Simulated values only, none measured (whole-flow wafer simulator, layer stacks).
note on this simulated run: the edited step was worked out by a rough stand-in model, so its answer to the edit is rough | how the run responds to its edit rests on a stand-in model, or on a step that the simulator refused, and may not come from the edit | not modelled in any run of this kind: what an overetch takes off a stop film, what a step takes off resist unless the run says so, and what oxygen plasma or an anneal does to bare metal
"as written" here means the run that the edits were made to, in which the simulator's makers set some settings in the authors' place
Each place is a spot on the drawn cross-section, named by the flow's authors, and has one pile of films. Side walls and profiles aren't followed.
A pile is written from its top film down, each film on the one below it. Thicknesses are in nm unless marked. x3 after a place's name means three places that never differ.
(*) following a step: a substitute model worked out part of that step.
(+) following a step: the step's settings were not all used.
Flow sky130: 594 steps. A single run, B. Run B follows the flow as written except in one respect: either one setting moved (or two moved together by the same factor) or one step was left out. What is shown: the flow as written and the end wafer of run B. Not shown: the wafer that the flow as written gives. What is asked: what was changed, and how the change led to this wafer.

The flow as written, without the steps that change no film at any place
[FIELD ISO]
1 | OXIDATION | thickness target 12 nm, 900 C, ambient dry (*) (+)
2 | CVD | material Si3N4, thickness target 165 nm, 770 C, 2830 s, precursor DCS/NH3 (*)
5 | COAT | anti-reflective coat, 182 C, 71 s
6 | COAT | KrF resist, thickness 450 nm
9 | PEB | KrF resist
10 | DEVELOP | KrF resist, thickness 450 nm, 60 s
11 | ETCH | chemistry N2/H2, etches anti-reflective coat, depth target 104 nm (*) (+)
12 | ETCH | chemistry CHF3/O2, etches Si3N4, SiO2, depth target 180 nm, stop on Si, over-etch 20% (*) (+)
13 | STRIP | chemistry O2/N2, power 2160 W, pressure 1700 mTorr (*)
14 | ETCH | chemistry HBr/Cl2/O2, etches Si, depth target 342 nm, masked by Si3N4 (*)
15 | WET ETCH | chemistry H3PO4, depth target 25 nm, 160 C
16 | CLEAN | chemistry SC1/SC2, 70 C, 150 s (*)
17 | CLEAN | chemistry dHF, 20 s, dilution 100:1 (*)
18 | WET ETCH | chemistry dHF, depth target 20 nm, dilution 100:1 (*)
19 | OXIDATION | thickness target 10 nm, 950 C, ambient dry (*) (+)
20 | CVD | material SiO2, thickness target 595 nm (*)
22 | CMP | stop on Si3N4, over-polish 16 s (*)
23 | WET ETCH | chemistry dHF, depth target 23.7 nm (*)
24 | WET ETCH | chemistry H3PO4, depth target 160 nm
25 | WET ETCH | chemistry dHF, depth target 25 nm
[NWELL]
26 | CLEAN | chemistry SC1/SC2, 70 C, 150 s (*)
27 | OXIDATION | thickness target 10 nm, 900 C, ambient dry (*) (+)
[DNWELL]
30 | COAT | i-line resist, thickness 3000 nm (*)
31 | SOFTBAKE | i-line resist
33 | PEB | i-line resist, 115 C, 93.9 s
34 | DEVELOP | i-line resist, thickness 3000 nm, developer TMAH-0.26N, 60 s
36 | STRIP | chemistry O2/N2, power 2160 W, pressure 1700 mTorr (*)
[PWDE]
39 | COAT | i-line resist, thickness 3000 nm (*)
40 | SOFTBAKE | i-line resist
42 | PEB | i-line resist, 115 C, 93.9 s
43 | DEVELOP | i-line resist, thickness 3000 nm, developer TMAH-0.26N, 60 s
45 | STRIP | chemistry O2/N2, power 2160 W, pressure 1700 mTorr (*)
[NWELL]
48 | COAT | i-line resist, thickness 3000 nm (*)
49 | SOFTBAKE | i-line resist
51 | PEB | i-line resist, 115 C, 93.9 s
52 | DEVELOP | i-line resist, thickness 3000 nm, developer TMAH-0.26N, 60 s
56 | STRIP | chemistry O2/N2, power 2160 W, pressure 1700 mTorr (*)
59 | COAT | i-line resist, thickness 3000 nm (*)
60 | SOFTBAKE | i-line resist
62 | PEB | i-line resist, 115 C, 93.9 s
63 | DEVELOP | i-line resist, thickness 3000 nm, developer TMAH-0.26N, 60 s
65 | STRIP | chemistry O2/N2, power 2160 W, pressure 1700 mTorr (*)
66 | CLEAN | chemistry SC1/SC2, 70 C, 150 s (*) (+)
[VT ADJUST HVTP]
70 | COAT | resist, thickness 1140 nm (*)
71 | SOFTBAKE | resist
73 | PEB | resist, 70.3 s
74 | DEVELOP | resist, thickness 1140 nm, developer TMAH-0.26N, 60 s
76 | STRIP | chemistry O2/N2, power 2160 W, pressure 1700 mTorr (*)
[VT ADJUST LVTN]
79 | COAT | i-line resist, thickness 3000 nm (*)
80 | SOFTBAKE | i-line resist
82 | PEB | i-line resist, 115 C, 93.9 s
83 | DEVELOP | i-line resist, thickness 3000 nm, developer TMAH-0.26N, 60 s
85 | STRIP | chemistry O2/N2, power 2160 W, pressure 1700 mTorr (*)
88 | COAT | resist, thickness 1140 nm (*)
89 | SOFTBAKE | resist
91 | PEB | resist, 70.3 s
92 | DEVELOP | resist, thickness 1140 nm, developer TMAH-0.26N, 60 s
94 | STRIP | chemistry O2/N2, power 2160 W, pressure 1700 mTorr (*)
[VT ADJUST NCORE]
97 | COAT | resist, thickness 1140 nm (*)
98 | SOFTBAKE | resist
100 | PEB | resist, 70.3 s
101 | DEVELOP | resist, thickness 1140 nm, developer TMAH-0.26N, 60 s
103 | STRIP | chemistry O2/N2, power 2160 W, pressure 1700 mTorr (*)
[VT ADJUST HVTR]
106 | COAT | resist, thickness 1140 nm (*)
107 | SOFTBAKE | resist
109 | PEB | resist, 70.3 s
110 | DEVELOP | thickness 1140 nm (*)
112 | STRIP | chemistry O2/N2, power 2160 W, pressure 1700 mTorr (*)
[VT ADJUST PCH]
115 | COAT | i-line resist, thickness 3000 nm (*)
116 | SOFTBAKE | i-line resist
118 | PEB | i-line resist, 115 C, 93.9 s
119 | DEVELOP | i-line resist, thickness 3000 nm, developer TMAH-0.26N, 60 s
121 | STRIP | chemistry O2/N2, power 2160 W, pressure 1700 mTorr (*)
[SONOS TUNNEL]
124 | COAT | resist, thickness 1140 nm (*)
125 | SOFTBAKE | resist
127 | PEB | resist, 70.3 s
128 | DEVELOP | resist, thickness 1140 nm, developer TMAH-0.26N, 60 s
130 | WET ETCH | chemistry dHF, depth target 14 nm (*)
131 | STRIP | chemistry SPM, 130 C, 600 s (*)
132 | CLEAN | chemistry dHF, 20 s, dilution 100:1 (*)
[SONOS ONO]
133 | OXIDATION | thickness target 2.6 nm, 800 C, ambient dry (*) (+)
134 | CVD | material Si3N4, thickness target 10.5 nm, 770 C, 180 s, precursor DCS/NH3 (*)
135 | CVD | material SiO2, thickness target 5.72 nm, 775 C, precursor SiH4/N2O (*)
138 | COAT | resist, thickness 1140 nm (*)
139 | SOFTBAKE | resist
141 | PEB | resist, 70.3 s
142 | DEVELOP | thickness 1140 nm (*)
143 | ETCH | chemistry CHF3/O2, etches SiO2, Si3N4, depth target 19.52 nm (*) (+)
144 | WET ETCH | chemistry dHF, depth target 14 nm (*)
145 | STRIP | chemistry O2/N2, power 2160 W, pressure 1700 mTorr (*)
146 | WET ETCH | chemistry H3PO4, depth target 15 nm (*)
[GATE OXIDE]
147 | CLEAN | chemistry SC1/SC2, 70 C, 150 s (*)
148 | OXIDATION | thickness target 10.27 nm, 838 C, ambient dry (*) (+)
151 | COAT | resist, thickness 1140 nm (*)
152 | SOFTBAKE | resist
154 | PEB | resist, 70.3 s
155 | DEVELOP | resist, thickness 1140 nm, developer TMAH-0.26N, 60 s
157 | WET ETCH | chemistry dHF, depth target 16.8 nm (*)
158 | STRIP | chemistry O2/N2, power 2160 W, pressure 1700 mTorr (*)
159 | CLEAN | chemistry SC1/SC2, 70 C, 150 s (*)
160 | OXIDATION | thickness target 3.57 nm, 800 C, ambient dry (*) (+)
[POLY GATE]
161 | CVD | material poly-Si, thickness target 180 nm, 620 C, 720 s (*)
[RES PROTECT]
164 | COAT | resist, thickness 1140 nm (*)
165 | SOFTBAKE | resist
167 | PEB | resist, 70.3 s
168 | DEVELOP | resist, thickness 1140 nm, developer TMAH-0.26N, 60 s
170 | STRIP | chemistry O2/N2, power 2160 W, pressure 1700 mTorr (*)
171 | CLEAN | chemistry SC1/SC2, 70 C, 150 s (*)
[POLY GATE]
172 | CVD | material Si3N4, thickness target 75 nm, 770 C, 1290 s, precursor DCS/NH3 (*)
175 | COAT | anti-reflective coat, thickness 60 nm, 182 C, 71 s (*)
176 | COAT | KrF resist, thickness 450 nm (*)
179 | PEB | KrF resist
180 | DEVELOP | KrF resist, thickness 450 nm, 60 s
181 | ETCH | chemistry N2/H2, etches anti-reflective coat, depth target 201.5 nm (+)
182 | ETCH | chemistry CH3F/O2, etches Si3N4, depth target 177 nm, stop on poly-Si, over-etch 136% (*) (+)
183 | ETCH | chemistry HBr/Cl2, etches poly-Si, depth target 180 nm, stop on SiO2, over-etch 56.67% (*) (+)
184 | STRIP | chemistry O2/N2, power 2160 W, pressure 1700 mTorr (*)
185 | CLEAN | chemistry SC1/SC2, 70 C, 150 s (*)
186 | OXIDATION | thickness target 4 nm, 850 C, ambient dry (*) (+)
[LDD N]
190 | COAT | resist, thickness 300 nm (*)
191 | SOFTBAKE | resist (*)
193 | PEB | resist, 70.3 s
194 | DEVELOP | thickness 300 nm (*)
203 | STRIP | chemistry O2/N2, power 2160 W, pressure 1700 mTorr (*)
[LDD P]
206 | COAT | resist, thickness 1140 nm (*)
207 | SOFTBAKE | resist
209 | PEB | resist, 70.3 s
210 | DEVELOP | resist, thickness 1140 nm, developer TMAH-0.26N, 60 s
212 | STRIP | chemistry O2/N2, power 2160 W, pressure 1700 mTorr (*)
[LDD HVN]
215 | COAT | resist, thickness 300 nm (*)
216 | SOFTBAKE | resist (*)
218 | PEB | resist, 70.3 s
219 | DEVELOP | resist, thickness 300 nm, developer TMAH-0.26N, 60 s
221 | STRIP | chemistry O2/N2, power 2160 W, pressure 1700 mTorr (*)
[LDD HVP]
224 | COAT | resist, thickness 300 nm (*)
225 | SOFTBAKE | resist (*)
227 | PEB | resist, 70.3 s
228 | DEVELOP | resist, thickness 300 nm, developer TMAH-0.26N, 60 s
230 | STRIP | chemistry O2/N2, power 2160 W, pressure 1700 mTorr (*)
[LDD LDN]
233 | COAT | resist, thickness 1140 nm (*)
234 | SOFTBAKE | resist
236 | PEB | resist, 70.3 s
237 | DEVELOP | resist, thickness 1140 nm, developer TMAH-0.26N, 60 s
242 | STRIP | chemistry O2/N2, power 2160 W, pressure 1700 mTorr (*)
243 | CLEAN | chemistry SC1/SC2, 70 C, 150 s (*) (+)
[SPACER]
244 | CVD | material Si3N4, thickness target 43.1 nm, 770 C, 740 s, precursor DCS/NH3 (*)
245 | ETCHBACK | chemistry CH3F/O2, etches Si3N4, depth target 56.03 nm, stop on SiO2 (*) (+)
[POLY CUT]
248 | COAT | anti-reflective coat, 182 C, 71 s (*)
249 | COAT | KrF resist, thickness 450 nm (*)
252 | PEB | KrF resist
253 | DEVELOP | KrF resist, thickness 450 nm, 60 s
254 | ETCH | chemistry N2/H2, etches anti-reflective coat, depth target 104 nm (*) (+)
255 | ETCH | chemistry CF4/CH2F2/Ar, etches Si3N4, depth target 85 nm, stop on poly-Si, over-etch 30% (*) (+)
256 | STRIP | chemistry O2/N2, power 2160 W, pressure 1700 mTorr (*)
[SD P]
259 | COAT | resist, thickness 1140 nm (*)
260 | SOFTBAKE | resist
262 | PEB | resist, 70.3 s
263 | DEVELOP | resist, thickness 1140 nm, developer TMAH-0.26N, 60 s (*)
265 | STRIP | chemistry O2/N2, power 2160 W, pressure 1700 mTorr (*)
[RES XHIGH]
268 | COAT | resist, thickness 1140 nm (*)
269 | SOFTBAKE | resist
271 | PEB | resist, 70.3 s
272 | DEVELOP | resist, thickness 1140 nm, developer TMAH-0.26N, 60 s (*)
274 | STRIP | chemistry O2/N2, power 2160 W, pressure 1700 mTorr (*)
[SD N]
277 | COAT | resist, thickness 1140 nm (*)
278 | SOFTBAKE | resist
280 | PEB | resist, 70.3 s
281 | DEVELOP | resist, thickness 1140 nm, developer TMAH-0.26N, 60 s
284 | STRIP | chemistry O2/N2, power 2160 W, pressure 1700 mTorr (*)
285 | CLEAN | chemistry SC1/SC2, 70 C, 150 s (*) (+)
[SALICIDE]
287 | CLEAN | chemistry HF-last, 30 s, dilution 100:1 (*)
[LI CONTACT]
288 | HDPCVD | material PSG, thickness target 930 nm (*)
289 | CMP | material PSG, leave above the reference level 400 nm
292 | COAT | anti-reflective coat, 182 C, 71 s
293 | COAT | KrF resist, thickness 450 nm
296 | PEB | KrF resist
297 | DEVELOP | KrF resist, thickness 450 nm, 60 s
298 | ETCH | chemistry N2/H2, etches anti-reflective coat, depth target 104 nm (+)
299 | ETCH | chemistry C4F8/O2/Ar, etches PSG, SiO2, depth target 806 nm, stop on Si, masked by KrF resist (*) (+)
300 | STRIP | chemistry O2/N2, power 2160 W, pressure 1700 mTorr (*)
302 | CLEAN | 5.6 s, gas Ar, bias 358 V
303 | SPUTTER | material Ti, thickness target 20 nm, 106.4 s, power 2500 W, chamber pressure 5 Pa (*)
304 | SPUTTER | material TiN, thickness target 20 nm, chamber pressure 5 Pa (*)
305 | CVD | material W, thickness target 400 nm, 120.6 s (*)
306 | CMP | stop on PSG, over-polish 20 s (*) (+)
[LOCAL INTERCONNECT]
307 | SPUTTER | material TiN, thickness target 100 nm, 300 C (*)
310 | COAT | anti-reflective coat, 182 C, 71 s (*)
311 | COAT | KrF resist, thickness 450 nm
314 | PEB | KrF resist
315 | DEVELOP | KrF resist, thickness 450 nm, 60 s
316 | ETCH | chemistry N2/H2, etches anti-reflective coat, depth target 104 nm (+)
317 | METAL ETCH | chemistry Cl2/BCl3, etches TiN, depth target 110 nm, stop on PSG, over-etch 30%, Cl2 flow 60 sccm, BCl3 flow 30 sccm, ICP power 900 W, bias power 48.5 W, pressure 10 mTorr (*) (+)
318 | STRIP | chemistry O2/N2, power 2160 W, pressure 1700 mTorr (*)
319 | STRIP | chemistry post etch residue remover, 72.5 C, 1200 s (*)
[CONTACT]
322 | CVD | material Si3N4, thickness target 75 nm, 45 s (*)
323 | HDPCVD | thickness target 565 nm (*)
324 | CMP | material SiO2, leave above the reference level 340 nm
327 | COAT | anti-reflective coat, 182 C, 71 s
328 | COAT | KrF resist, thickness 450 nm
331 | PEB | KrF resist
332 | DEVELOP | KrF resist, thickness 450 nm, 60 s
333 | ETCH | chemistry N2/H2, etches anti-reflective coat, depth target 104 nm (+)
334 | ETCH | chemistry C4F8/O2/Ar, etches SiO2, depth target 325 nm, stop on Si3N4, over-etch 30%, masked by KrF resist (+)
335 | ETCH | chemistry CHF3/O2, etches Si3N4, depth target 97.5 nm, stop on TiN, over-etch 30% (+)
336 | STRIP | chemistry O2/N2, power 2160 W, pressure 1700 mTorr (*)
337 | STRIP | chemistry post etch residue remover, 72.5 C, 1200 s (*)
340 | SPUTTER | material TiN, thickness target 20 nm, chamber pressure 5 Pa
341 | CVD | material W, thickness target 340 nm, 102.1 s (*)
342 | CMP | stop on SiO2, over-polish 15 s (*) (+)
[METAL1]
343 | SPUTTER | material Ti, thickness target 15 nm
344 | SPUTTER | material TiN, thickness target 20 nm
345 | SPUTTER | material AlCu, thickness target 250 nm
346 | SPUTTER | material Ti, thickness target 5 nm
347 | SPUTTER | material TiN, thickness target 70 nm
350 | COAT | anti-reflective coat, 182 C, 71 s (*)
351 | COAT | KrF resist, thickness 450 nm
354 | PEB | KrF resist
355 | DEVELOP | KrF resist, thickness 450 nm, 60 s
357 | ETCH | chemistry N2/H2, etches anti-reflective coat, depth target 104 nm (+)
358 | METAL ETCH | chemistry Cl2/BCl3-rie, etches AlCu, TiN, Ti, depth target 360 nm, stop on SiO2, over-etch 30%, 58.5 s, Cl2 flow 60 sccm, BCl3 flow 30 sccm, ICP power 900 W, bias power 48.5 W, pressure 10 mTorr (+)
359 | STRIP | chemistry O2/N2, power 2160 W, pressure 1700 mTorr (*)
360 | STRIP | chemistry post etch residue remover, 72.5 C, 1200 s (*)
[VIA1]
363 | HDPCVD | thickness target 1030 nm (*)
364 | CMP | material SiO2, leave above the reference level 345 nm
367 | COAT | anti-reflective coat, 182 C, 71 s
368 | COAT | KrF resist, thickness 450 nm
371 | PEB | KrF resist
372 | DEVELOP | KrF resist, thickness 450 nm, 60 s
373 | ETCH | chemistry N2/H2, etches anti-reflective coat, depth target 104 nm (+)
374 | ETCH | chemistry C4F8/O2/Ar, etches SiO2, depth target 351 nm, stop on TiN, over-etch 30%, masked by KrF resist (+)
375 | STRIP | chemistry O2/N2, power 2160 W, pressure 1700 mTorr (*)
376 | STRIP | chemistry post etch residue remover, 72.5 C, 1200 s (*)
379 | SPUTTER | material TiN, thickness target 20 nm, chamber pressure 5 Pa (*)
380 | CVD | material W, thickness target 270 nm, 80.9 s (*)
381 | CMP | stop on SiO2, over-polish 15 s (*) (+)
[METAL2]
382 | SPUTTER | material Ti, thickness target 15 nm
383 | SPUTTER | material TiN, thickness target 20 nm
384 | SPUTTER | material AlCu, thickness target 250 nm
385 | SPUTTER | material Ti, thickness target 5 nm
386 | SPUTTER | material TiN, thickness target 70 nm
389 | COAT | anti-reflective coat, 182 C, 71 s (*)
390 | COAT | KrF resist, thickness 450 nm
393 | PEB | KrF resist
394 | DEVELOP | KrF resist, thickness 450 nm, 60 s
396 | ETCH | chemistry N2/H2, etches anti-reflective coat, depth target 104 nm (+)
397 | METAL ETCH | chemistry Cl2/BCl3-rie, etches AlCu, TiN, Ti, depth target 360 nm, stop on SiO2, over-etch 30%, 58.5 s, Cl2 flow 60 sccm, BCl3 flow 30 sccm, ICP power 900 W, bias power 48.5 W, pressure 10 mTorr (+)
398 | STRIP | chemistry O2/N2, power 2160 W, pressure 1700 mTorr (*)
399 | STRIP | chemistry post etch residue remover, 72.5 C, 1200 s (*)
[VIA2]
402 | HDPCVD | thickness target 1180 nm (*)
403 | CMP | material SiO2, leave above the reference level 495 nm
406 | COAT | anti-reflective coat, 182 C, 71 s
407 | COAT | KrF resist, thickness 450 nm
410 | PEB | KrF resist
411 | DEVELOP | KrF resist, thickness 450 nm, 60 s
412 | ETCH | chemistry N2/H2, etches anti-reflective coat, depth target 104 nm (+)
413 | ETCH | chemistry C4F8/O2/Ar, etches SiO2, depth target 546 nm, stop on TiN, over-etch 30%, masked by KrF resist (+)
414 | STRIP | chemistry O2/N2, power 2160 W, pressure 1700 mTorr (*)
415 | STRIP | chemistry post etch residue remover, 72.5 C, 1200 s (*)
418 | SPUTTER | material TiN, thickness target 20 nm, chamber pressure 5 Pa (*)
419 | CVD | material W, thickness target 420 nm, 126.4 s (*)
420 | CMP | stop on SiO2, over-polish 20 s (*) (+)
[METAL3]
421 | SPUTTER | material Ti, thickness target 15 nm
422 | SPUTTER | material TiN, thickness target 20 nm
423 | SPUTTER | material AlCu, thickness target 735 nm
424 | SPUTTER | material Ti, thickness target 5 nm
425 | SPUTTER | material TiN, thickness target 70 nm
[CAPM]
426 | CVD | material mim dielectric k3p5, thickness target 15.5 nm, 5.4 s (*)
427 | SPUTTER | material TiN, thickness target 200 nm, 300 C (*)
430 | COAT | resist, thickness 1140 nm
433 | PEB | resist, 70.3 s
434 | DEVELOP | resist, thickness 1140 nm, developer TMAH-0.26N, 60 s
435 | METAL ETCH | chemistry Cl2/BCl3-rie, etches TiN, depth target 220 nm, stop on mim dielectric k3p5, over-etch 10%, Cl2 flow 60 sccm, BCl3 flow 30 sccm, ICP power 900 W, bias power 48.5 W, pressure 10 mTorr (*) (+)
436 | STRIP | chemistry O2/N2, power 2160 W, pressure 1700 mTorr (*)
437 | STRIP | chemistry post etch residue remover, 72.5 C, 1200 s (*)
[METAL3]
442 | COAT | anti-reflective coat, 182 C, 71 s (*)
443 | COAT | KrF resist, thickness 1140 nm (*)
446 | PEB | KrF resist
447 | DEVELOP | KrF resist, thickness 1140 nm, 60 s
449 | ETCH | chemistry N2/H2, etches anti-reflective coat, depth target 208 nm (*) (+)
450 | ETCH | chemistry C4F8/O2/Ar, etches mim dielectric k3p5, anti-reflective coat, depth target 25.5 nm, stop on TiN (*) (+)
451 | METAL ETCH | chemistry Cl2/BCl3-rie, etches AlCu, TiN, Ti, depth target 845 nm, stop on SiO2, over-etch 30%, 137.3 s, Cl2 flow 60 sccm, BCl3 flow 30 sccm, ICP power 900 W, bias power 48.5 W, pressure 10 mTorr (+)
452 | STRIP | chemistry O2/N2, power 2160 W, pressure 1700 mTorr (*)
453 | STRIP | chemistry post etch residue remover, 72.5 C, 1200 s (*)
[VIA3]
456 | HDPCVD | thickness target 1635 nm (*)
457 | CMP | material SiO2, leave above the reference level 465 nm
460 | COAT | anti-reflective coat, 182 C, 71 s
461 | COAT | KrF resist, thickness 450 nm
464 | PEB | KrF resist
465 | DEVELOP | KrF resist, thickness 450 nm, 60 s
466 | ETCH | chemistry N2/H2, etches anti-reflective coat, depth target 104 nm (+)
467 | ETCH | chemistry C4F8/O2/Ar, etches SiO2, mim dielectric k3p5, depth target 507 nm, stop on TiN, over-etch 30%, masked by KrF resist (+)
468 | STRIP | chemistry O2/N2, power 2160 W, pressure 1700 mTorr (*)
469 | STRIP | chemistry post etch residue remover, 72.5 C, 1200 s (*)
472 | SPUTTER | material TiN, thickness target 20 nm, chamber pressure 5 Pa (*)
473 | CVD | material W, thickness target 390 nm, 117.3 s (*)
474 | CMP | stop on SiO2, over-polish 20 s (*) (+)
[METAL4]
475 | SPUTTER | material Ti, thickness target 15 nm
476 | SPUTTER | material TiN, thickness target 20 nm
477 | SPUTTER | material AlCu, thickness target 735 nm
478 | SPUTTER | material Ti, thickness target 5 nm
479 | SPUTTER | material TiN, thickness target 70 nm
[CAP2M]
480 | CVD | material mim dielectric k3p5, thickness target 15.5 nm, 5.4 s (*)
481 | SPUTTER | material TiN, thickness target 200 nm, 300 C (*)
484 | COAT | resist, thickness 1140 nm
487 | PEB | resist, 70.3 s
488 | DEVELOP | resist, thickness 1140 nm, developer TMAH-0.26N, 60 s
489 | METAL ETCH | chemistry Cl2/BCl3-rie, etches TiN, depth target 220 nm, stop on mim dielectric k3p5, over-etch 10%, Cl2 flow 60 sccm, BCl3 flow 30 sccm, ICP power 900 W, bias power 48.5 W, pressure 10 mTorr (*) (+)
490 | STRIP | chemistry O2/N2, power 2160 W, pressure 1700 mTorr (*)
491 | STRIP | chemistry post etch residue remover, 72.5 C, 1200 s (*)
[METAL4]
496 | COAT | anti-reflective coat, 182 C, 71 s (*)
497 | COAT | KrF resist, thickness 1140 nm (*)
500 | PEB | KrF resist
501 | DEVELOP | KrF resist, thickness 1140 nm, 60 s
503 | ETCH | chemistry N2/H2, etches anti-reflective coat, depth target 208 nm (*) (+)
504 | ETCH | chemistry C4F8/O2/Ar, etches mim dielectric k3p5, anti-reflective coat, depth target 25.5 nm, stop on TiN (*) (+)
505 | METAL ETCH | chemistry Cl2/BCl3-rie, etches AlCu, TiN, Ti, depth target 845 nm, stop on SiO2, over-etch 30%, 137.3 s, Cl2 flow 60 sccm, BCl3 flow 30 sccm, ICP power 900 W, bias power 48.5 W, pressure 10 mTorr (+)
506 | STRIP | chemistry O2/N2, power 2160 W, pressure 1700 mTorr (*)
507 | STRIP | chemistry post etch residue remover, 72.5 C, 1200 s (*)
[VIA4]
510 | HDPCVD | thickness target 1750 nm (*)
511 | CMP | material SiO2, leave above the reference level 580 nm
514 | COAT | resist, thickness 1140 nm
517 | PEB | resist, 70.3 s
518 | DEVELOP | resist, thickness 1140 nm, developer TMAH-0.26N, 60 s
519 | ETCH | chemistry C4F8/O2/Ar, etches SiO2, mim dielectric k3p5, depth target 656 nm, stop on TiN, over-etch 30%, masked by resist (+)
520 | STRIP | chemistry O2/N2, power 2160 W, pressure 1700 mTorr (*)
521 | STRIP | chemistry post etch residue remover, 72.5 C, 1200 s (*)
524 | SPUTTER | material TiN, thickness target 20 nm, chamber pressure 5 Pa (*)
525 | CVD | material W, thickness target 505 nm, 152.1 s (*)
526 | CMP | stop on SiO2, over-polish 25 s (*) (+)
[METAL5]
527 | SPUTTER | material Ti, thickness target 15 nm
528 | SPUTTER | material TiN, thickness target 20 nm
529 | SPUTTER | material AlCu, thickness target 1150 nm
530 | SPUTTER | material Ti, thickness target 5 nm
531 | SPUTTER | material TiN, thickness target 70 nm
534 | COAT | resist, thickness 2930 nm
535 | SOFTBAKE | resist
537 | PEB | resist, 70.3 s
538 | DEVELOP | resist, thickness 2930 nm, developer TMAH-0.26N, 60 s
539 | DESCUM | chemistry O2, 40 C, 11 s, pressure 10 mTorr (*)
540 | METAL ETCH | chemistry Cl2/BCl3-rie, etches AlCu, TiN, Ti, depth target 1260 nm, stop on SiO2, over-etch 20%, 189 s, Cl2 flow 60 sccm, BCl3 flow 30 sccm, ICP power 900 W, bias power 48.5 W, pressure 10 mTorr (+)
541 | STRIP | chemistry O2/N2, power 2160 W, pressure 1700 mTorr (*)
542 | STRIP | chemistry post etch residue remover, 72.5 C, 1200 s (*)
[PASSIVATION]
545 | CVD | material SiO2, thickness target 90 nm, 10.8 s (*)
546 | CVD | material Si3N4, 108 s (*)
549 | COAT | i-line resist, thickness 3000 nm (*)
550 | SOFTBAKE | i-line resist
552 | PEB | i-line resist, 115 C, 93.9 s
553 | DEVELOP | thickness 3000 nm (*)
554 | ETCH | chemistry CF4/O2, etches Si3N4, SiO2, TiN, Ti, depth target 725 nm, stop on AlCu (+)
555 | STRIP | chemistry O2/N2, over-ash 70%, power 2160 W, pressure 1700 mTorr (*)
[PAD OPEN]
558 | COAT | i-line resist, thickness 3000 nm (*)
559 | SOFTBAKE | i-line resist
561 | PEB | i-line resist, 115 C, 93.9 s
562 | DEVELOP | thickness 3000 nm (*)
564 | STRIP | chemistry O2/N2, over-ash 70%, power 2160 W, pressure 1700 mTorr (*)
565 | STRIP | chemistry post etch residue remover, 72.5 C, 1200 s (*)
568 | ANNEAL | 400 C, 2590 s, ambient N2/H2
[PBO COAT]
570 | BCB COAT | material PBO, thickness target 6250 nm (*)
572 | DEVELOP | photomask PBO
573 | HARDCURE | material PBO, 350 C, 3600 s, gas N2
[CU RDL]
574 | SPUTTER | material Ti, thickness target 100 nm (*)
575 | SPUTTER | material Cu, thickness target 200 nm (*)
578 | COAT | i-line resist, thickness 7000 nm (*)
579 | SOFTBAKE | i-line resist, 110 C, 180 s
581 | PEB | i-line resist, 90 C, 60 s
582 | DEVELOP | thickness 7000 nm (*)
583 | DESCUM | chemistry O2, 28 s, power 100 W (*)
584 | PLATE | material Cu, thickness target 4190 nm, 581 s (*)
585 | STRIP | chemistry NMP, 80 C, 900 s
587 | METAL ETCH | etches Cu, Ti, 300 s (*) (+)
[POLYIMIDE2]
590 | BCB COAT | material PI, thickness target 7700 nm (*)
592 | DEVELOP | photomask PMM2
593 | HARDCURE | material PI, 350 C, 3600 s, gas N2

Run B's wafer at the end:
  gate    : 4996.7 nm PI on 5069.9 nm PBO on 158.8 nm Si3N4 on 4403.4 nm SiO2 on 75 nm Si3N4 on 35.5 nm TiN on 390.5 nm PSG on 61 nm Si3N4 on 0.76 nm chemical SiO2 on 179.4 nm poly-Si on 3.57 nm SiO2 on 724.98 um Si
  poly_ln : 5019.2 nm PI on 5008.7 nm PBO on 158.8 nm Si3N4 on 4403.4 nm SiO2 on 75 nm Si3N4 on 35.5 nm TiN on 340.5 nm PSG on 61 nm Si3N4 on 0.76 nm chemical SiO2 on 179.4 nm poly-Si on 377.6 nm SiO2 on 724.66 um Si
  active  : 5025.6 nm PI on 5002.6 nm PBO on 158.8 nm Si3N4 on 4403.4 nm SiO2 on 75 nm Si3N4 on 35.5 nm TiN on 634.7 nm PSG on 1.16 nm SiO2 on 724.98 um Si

What caused this: step 317, METAL ETCH: depth target 62.7 nm was run, whereas the flow has depth target 110 nm.

Step by step, how the change led to this:
  317 | METAL ETCH | chemistry Cl2/BCl3, etches TiN, depth target 110 nm, stop on PSG, over-etch 30%, Cl2 flow 60 sccm, BCl3 flow 30 sccm, ICP power 900 W, bias power 48.5 W, pressure 10 mTorr (*) (+)
      field, active, gate and 88 more: -62.7 TiN (it would be, as written: -98.7 TiN (all of it))
      n_well, p_well, gate_hv and 97 more: -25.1 KrF resist (it would be, as written: -44 KrF resist)
  318 | STRIP | chemistry O2/N2, power 2160 W, pressure 1700 mTorr (*)
      n_well, p_well, gate_hv and 88 more: -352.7 KrF resist (all of it), -80 anti-reflective coat (all of it) (it would be, as written: -333.8 KrF resist (all of it), -80 anti-reflective coat (all of it))
      drift_dnw, nw_fld, nw_fld__w1, ndiff_licon_rim, pnp_par_nw: -352.8 KrF resist (all of it), -80 anti-reflective coat (all of it) (it would be, as written: -333.8 KrF resist (all of it), -80 anti-reflective coat (all of it))
      (and at 4 other places as well)
  324 | CMP | material SiO2, leave above the reference level 340 nm
      field, active, gate and 88 more: -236 SiO2 (it would be, as written: -200.4 SiO2)
With metal films that touch counted as one body, gate has 1 body; the flow as written gives 0 bodies.
With metal films that touch counted as one body, poly_ln has 1 body; the flow as written gives 0 bodies.
With metal films that touch counted as one body, active has 1 body; the flow as written gives 0 bodies.
